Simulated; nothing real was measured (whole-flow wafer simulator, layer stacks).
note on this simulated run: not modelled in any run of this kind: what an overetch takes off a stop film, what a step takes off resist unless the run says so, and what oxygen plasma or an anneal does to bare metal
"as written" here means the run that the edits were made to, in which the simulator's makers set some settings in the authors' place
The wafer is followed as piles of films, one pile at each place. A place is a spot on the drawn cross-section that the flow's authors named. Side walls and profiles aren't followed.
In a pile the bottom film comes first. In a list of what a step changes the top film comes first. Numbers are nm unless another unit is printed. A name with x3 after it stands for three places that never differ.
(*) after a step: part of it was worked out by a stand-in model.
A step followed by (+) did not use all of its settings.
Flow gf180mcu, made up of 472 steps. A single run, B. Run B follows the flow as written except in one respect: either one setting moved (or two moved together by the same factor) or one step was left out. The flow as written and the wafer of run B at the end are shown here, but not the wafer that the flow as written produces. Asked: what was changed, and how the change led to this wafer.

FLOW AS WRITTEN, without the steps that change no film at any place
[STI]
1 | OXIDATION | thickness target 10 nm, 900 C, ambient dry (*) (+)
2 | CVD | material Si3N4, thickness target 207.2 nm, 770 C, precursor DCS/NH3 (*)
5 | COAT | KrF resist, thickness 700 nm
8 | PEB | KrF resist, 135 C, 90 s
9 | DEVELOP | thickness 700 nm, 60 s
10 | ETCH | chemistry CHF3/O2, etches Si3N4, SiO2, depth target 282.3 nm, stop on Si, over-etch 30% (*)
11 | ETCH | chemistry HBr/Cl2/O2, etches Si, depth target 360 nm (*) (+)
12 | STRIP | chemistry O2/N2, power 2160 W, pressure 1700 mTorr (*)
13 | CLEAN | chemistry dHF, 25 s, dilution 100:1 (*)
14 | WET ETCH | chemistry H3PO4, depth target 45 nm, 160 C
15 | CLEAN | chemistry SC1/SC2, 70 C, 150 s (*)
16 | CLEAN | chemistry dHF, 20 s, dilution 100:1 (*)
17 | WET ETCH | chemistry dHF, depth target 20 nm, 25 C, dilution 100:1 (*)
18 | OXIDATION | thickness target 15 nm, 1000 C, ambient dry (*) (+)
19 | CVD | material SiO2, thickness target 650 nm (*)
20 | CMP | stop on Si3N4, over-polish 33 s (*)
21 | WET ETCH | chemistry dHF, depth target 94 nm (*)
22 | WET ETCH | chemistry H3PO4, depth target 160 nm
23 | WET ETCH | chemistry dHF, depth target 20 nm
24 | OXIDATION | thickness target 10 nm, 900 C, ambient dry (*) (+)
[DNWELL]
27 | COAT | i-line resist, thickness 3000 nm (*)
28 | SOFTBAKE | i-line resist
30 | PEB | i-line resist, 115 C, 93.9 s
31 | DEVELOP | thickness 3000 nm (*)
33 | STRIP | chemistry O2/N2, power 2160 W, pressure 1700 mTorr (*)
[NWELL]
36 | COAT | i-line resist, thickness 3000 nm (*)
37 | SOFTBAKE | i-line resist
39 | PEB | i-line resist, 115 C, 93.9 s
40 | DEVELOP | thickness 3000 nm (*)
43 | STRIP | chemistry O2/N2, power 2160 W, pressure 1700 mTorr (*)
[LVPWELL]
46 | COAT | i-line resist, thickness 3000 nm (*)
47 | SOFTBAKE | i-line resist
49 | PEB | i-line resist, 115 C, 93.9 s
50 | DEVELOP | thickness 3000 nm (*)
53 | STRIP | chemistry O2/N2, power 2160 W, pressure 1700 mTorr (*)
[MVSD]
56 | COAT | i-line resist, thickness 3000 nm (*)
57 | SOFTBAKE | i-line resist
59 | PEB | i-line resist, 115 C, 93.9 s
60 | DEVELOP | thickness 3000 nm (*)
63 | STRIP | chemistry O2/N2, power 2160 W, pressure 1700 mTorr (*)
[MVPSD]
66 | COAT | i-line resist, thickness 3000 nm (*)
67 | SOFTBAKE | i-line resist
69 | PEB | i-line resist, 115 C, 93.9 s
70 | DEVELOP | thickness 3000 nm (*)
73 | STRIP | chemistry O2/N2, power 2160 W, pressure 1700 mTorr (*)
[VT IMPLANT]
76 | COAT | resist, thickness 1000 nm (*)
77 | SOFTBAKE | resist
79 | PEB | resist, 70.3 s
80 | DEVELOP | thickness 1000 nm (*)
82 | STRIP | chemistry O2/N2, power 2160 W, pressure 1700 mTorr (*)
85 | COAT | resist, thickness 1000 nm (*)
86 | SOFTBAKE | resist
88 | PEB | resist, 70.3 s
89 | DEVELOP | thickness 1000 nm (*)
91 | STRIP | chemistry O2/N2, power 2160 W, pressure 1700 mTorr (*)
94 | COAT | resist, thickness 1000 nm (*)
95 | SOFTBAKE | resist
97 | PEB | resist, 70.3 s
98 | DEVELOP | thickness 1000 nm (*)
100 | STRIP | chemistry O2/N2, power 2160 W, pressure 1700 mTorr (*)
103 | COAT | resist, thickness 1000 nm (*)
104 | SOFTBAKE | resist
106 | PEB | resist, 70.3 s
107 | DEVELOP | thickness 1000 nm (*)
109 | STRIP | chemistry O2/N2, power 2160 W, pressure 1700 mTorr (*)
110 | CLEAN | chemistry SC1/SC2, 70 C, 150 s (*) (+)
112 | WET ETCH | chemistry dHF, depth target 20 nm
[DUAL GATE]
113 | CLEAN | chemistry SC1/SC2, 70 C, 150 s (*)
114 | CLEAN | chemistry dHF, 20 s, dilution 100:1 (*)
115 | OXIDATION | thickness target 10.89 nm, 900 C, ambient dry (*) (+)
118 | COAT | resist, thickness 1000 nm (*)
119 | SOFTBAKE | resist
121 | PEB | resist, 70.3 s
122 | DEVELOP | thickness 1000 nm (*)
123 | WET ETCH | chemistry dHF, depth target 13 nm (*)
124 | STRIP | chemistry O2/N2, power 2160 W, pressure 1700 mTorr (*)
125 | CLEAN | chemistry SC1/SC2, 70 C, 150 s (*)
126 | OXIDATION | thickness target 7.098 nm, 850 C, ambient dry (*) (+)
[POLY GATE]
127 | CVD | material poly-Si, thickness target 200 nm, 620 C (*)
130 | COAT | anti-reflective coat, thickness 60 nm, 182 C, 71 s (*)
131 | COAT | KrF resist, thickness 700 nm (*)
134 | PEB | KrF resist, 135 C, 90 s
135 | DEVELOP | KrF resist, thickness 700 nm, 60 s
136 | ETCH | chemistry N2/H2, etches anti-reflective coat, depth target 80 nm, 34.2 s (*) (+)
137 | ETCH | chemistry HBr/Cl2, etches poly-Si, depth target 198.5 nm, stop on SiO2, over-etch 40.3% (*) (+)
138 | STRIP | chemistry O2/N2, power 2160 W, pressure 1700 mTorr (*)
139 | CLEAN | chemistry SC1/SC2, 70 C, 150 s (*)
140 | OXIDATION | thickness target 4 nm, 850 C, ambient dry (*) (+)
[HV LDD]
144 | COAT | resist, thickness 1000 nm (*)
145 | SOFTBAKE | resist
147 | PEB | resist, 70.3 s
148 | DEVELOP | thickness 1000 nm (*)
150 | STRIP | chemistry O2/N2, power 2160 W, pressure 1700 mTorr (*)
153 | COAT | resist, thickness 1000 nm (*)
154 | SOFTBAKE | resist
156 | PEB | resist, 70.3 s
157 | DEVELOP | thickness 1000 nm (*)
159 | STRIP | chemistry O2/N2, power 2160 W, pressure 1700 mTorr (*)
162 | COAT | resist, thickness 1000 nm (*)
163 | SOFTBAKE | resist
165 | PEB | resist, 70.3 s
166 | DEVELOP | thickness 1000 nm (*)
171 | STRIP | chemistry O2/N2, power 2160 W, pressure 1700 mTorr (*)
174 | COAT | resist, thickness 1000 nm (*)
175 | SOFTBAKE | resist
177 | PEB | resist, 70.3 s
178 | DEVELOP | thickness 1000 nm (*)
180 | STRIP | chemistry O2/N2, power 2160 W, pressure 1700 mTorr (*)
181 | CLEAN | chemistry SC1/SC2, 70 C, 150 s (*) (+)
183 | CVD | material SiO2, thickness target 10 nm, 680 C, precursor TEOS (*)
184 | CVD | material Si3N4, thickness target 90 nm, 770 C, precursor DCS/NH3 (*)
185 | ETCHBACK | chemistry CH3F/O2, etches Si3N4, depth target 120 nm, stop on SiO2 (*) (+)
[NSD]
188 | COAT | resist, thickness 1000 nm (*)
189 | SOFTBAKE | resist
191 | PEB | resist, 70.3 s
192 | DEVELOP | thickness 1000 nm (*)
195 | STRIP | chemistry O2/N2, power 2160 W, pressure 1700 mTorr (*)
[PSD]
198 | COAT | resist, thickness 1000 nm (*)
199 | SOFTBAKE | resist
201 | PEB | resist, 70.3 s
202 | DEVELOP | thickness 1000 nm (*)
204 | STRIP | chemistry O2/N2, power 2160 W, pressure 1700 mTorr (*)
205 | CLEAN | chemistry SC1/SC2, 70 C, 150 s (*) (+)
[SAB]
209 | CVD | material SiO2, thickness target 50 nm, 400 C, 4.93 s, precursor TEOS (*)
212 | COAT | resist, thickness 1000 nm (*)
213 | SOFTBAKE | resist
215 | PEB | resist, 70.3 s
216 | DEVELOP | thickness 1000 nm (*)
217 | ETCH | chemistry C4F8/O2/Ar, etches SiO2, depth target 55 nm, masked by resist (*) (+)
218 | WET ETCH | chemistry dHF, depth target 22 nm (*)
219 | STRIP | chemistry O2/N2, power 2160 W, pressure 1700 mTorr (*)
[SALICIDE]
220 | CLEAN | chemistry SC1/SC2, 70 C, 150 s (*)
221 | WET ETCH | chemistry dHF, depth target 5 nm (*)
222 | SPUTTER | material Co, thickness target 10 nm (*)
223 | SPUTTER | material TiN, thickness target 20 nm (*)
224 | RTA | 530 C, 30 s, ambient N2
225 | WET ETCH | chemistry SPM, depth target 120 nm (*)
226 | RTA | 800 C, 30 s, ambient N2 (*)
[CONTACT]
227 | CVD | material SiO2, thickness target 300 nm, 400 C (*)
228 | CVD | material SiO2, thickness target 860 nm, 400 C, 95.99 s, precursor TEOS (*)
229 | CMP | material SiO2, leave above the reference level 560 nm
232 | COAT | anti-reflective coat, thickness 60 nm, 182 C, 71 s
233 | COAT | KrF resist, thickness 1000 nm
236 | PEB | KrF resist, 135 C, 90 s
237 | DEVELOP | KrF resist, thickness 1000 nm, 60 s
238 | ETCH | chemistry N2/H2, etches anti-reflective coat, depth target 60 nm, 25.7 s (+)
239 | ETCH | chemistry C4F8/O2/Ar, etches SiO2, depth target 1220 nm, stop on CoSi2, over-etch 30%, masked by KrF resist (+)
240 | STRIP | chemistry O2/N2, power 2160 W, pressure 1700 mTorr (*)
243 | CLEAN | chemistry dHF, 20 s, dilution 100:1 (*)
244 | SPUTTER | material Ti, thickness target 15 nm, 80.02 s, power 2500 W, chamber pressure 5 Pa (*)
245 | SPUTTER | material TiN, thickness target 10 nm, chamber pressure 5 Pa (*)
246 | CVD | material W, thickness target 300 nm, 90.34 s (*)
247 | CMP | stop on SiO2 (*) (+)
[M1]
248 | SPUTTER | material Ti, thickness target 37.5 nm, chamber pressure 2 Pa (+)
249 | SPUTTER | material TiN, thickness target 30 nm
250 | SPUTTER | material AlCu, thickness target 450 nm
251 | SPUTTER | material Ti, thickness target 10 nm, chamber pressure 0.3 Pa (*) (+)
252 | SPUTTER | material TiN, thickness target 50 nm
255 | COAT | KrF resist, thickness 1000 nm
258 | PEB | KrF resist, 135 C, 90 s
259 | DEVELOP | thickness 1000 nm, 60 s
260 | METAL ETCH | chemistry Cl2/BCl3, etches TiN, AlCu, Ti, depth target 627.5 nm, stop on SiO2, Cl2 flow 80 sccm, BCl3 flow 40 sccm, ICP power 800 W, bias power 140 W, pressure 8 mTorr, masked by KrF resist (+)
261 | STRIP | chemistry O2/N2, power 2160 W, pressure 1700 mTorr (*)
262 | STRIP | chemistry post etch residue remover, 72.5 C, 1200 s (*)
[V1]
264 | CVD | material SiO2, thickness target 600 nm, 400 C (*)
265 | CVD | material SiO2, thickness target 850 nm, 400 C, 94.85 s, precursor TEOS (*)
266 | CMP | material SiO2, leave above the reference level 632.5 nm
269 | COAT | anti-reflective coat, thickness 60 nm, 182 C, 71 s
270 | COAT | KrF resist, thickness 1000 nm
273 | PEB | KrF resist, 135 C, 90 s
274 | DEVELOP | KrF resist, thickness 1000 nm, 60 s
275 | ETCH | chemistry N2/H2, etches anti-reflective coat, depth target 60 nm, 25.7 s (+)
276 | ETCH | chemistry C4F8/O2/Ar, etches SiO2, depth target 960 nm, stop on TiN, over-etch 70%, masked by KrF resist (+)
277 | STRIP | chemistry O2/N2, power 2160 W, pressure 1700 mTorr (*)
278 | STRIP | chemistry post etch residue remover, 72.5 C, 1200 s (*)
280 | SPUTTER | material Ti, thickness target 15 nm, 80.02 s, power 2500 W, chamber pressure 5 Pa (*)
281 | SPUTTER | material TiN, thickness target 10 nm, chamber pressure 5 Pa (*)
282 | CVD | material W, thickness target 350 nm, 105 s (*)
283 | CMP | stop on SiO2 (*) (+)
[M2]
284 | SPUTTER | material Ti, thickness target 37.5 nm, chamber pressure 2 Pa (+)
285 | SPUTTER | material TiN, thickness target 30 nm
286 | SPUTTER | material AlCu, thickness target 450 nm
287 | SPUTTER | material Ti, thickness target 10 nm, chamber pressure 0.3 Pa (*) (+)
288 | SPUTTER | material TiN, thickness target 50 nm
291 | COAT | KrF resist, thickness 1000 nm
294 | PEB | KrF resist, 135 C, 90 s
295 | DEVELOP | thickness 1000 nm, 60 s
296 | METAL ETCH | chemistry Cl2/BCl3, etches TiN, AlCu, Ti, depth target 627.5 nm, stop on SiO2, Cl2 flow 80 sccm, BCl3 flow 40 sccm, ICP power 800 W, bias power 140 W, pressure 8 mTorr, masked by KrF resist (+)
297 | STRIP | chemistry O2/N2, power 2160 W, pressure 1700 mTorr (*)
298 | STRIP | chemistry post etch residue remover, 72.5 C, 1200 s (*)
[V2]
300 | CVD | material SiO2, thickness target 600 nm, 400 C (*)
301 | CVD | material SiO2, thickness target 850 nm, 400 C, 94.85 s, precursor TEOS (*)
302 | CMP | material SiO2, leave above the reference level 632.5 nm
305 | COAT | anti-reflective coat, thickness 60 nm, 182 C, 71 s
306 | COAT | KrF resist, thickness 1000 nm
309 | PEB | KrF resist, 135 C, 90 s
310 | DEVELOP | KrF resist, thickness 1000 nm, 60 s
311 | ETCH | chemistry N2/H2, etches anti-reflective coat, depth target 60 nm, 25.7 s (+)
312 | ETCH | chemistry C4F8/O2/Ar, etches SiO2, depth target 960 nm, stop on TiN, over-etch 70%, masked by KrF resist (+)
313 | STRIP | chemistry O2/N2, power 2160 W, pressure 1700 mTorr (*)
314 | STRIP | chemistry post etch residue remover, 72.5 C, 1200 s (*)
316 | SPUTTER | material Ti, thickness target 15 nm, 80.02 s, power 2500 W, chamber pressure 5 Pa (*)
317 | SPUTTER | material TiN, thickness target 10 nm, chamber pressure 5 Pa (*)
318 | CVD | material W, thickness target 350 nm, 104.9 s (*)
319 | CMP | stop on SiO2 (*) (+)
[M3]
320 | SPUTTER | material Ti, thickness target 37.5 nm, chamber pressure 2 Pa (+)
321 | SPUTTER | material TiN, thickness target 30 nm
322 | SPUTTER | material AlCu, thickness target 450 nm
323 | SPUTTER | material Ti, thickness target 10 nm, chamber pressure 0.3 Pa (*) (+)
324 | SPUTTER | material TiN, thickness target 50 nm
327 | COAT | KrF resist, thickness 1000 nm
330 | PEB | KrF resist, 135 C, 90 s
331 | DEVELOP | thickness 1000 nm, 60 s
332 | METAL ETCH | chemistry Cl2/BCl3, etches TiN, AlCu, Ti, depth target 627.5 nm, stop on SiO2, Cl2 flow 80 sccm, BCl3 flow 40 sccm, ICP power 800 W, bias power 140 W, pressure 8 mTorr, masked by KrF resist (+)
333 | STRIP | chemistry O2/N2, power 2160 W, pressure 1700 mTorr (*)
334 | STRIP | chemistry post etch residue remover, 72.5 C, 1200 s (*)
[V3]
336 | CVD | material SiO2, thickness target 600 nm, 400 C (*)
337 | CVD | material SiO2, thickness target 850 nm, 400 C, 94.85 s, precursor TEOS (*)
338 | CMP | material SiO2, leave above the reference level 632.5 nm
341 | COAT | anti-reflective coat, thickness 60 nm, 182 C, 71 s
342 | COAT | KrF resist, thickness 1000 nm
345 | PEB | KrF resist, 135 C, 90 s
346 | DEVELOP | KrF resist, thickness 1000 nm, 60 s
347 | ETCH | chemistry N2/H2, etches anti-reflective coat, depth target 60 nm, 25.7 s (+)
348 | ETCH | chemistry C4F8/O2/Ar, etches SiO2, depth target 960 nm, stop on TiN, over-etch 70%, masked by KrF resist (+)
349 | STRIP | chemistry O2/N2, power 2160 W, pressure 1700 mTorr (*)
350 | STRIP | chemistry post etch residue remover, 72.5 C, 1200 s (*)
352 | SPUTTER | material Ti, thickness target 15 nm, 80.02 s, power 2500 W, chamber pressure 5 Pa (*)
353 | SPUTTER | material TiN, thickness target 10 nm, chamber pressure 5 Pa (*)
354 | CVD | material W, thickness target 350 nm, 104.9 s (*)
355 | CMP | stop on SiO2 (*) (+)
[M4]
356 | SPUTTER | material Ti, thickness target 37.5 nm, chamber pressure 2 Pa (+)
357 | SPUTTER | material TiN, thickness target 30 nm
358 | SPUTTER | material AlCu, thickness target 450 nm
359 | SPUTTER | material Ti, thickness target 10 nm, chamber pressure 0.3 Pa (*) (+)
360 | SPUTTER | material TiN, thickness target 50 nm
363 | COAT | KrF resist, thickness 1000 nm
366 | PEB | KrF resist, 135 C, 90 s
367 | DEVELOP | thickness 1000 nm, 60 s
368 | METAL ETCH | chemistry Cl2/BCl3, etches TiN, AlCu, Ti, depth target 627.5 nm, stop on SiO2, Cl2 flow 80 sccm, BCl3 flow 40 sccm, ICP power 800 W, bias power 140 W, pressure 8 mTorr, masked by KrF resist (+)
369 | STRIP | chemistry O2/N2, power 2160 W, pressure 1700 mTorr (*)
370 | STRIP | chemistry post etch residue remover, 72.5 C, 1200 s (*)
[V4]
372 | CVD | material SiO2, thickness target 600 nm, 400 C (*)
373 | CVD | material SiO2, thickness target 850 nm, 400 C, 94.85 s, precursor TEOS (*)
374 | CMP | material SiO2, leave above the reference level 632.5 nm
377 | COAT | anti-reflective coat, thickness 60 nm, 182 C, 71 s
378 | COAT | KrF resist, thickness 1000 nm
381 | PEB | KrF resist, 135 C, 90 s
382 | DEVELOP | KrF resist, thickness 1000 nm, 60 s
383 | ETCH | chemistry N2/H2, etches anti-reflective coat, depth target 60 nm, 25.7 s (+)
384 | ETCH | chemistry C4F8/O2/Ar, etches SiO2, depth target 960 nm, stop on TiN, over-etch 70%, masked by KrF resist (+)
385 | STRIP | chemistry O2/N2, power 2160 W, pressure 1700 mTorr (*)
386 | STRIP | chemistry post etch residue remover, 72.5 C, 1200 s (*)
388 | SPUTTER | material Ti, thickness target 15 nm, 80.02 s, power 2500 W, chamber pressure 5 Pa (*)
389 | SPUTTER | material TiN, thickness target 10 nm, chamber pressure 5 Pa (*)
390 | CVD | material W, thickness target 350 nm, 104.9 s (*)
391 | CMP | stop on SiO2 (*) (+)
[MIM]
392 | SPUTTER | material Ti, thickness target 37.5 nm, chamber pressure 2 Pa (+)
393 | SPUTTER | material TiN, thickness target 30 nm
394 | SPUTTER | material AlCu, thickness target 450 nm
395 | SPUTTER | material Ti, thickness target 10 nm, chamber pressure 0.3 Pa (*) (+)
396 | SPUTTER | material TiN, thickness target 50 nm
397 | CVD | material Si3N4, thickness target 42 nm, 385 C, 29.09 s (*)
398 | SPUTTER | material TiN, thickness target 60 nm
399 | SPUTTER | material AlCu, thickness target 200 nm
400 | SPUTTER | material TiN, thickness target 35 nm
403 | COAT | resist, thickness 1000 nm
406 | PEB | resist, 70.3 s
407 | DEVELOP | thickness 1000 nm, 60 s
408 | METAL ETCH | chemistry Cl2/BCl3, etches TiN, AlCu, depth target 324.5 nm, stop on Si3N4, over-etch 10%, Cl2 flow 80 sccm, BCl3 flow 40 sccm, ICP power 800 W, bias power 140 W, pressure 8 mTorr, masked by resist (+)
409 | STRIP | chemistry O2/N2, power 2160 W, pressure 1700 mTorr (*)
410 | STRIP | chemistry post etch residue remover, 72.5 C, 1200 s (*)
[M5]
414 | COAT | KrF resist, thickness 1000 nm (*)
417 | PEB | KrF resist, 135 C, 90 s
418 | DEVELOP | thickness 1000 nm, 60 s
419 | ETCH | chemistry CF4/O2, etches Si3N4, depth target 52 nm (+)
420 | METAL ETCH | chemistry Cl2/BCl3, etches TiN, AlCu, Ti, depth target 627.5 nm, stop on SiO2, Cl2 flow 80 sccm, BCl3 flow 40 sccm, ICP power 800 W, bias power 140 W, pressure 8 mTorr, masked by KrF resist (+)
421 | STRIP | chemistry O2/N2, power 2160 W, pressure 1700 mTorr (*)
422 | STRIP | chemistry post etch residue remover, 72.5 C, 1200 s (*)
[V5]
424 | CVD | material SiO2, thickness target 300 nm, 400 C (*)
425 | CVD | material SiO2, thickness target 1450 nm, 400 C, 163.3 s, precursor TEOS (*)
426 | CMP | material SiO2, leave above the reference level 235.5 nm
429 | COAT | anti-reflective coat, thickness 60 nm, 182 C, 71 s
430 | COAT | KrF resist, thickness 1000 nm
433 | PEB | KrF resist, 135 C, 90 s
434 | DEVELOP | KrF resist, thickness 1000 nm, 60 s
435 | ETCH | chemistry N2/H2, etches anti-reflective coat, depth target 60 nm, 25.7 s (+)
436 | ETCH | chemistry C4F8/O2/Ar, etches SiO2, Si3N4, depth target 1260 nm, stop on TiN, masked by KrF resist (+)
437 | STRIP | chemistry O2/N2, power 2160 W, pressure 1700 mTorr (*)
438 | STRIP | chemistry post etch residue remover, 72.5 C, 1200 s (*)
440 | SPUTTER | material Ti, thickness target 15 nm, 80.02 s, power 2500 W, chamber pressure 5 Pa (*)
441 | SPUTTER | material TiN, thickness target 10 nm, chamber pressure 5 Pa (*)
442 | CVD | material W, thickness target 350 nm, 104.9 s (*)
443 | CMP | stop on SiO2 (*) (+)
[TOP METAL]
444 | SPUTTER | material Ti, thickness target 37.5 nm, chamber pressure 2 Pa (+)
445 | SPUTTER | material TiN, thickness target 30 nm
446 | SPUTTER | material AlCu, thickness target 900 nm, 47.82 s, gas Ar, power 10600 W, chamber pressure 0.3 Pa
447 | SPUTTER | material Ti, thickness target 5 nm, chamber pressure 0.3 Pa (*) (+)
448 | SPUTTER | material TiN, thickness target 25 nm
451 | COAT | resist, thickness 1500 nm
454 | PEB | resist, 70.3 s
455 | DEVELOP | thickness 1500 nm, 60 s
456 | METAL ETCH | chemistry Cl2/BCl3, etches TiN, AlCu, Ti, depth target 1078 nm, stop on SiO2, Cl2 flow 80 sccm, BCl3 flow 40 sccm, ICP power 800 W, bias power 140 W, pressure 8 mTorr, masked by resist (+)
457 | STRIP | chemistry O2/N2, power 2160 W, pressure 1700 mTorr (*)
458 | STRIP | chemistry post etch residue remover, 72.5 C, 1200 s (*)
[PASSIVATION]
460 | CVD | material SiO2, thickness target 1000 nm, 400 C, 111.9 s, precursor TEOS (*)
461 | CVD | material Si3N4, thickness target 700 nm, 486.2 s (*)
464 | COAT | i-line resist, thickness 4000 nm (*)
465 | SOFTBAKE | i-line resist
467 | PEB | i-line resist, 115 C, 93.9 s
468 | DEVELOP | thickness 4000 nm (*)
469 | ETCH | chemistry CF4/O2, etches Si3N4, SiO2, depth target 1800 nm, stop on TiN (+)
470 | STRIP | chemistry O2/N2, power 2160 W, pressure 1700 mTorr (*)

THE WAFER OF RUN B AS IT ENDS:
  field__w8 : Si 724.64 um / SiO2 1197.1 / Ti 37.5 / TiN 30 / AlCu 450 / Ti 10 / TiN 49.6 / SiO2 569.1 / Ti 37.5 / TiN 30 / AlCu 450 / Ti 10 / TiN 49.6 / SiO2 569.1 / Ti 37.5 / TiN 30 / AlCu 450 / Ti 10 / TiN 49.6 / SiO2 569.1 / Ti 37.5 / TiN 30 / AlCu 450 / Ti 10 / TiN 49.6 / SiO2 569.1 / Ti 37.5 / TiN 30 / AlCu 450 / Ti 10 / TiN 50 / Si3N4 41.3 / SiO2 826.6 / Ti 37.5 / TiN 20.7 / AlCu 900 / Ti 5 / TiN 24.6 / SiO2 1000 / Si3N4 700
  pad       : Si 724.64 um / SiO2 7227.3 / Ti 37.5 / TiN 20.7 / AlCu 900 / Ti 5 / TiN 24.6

What caused this: step 445, SPUTTER: thickness target 20.7 nm was run, though the flow has thickness target 30 nm.
The wafer lets one read it off: field__w8 has TiN 20.7, and step 445 as written asks for 30 nm.

Step by step, how the change led to this:
  445 | SPUTTER | material TiN, thickness target 30 nm
      field, field__w1, field__w2 and 109 more: TiN gains 20.7 (new film) (as written it would have been: TiN gains 30 (new film))
  456 | METAL ETCH | chemistry Cl2/BCl3, etches TiN, AlCu, Ti, depth target 1078 nm, stop on SiO2, Cl2 flow 80 sccm, BCl3 flow 40 sccm, ICP power 800 W, bias power 140 W, pressure 8 mTorr, masked by resist (+)
      field, field__w1, field__w2 and 103 more: TiN loses 25 (all of it), Ti loses 5 (all of it), AlCu loses 900 (all of it), TiN loses 20.7 (all of it), Ti loses 37.5 (all of it) (as written it would have been: TiN loses 25 (all of it), Ti loses 5 (all of it), AlCu loses 900 (all of it), TiN loses 30 (all of it), Ti loses 37.5 (all of it))
